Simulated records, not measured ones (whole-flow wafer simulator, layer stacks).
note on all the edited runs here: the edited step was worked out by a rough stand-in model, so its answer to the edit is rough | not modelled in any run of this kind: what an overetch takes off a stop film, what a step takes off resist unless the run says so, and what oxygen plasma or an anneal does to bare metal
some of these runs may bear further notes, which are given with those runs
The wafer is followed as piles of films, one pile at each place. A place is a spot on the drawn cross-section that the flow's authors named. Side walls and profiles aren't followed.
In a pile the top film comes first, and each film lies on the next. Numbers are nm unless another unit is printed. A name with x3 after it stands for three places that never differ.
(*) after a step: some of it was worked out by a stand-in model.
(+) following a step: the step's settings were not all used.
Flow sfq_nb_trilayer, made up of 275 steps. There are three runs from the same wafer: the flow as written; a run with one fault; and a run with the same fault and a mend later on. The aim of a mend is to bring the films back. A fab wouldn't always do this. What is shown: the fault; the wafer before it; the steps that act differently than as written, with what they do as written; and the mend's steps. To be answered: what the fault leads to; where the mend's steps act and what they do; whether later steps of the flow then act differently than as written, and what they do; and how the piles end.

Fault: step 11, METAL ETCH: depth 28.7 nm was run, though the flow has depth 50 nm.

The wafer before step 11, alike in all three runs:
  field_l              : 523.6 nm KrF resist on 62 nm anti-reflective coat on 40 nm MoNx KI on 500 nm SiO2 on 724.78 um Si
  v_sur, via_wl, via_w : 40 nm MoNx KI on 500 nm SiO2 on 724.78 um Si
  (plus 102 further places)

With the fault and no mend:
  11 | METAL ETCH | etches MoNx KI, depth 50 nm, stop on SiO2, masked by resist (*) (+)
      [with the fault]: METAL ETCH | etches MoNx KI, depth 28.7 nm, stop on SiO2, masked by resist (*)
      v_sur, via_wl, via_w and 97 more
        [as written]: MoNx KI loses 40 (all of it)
        [with the fault]: MoNx KI loses 28.7
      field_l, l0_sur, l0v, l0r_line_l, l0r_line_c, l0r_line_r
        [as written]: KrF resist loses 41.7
        [with the fault]: KrF resist loses 23.9
  Later steps of the flow acting differently than as written (8 more steps, not shown, differ only slightly: by at most 2% or 0.5 nm, whichever is larger):
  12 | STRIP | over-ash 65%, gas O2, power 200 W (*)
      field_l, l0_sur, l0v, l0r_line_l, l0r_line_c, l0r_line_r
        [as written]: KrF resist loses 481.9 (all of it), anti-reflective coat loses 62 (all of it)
        [with the fault]: KrF resist loses 499.6 (all of it), anti-reflective coat loses 62 (all of it)
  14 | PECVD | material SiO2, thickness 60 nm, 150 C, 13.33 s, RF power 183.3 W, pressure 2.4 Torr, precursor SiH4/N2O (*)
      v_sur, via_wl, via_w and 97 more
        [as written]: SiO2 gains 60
        [with the fault]: SiO2 gains 60 (new film)
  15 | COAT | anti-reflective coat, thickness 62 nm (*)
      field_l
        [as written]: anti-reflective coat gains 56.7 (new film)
        [with the fault]: anti-reflective coat gains 58 (new film)
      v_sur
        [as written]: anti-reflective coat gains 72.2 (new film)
        [with the fault]: anti-reflective coat gains 69.4 (new film)
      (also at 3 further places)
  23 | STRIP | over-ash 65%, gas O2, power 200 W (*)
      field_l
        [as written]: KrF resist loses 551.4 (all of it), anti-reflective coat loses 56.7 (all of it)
        [with the fault]: KrF resist loses 553.8 (all of it), anti-reflective coat loses 58 (all of it)
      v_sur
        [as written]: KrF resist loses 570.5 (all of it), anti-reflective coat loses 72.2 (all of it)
        [with the fault]: KrF resist loses 567.2 (all of it), anti-reflective coat loses 69.4 (all of it)
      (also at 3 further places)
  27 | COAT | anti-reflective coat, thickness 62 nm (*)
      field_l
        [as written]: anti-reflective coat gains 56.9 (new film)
        [with the fault]: anti-reflective coat gains 58.2 (new film)
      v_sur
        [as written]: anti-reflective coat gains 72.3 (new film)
        [with the fault]: anti-reflective coat gains 69.5 (new film)
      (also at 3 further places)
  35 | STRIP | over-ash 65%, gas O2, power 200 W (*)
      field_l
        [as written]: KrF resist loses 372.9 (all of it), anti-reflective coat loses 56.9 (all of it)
        [with the fault]: KrF resist loses 375.6 (all of it), anti-reflective coat loses 58.2 (all of it)
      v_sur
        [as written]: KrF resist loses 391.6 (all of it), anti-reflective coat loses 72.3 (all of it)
        [with the fault]: KrF resist loses 388.8 (all of it), anti-reflective coat loses 69.5 (all of it)
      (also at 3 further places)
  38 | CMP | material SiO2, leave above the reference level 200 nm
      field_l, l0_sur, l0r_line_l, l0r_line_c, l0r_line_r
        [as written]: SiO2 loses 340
        [with the fault]: SiO2 loses 328.7
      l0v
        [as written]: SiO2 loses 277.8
        [with the fault]: SiO2 loses 266.5
  The piles end different from the flow's at v_sur, via_wl, via_w and 97 more by more than 2% or 0.5 nm, whichever is larger.
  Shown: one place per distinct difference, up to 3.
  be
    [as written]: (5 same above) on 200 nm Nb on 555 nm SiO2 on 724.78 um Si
    [with the fault]: (5 same above) on 200 nm Nb on 55 nm SiO2 on 11.3 nm MoNx KI on 500 nm SiO2 on 724.78 um Si
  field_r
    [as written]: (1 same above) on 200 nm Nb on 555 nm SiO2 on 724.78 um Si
    [with the fault]: (1 same above) on 200 nm Nb on 55 nm SiO2 on 11.3 nm MoNx KI on 500 nm SiO2 on 724.78 um Si
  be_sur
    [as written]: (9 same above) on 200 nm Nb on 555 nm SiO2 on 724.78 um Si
    [with the fault]: (9 same above) on 200 nm Nb on 55 nm SiO2 on 11.3 nm MoNx KI on 500 nm SiO2 on 724.78 um Si

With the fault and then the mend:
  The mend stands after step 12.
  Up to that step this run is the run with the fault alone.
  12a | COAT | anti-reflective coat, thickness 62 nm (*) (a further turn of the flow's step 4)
      p4_fl x3, p4_w1 x9, p4_g1 x2 and 59 more
        anti-reflective coat gains 62 (new film)
      be_sur, gap, jj_sur and 8 more
        anti-reflective coat gains 63.2 (new film)
      wire, be, moat, field_r, lsp_l
        anti-reflective coat gains 63.3 (new film)
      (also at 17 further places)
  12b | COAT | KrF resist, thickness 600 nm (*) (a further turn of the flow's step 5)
      p4_fl x3, p4_w1 x9, p4_g1 x2 and 59 more
        KrF resist gains 600 (new film)
      jj_sur, ce_l, c5j, ce_r, sp_r, be_r, r_sur
        KrF resist gains 604.8 (new film)
      be_sur, gap, res, r_end
        KrF resist gains 604.9 (new film)
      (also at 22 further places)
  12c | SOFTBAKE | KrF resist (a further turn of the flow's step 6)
      leaves every film unchanged at each place that is followed
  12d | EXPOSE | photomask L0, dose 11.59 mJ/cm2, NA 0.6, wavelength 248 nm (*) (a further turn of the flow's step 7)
      leaves every film unchanged at each place that is followed
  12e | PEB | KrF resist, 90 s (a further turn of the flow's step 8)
      p4_fl x3, p4_w1 x9, p4_g1 x2 and 62 more
        KrF resist loses 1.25
      via_v, wire, be and 14 more
        KrF resist loses 1.26
      v_sur, via_wl, via_w and 6 more
        KrF resist loses 1.27
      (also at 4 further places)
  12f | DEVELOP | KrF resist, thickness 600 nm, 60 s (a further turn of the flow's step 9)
      p4_fl x3, p4_w1 x9, p4_g1 x2 and 59 more
        KrF resist loses 598.7 (all of it)
      field_l, l0_sur, l0v, l0r_line_l, l0r_line_c, l0r_line_r
        KrF resist loses 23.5
      gap, jj_sur, ce_l, r_sur, res
        KrF resist loses 603.6 (all of it)
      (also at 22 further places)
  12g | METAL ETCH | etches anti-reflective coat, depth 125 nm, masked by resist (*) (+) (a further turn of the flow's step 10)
      p4_fl x3, p4_w1 x9, p4_g1 x2 and 59 more
        anti-reflective coat loses 62 (all of it)
      be_sur, gap, jj_sur and 8 more
        anti-reflective coat loses 63.2 (all of it)
      field_l, l0_sur, l0v, l0r_line_l, l0r_line_c, l0r_line_r
        KrF resist loses 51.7
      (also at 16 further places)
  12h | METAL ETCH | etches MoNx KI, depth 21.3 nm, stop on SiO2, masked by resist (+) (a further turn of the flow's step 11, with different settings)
      v_sur, via_wl, via_w and 97 more
        MoNx KI loses 11.3 (all of it)
      field_l, l0_sur, l0v, l0r_line_l, l0r_line_c, l0r_line_r
        KrF resist loses 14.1
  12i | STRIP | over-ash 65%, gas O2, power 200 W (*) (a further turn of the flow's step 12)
      l0r_line_l, l0r_line_c, l0r_line_r
        KrF resist loses 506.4 (all of it), anti-reflective coat loses 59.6 (all of it)
      field_l
        KrF resist loses 502.8 (all of it), anti-reflective coat loses 57.8 (all of it)
      l0_sur
        KrF resist loses 504.1 (all of it), anti-reflective coat loses 55.8 (all of it)
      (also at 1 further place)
  Every later step of the flow that is run acts as written at every place that is followed.
  By the end, the piles equal the flow's at every place that both follow.
